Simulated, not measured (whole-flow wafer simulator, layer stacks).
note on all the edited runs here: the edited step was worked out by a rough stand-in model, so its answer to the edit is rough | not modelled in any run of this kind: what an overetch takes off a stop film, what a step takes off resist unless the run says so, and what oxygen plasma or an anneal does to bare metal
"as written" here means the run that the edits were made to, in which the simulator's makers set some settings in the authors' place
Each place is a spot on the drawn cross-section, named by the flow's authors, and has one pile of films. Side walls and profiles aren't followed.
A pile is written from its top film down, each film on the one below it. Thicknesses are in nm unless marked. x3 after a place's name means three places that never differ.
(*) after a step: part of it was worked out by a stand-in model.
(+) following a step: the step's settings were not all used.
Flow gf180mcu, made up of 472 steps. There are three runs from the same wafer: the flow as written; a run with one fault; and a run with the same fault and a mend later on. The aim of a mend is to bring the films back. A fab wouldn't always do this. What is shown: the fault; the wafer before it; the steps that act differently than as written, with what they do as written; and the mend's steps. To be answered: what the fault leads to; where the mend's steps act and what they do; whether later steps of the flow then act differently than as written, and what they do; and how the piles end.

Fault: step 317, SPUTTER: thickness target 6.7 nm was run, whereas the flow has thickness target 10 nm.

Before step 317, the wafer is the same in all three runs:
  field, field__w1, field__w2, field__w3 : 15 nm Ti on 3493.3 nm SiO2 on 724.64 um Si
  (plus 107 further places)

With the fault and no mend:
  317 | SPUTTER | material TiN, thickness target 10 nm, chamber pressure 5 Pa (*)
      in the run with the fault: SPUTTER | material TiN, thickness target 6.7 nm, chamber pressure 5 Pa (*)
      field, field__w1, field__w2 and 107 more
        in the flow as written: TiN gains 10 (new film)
        in the run with the fault: TiN gains 6.7 (new film)
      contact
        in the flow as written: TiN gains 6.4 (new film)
        in the run with the fault: TiN gains 4.29 (new film)
  Steps later in the flow that act otherwise than as written (1 other step is not shown; it differs only slightly, by no more than 2% or 0.5 nm, whichever is larger):
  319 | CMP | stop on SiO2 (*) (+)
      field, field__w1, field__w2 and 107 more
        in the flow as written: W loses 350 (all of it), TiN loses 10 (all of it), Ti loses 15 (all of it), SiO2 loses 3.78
        in the run with the fault: W loses 350 (all of it), TiN loses 6.7 (all of it), Ti loses 15 (all of it), SiO2 loses 3.75
  By the end, the piles at contact depart from the flow's by more than 2% or 0.5 nm, whichever is larger.
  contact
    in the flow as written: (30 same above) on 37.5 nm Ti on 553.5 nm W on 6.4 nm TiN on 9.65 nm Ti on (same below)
    in the run with the fault: (30 same above) on 37.5 nm Ti on 555.6 nm W on 4.29 nm TiN on 9.65 nm Ti on (same below)

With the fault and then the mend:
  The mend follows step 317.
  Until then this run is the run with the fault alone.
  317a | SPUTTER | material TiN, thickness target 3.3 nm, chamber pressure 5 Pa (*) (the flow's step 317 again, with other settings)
      field, field__w1, field__w2 and 107 more
        TiN gains 3.3
      contact
        TiN gains 2.11
  Later steps of the flow that are run all act as written at every place that is followed.
  At every place that both follow, the piles at the end match the flow's.
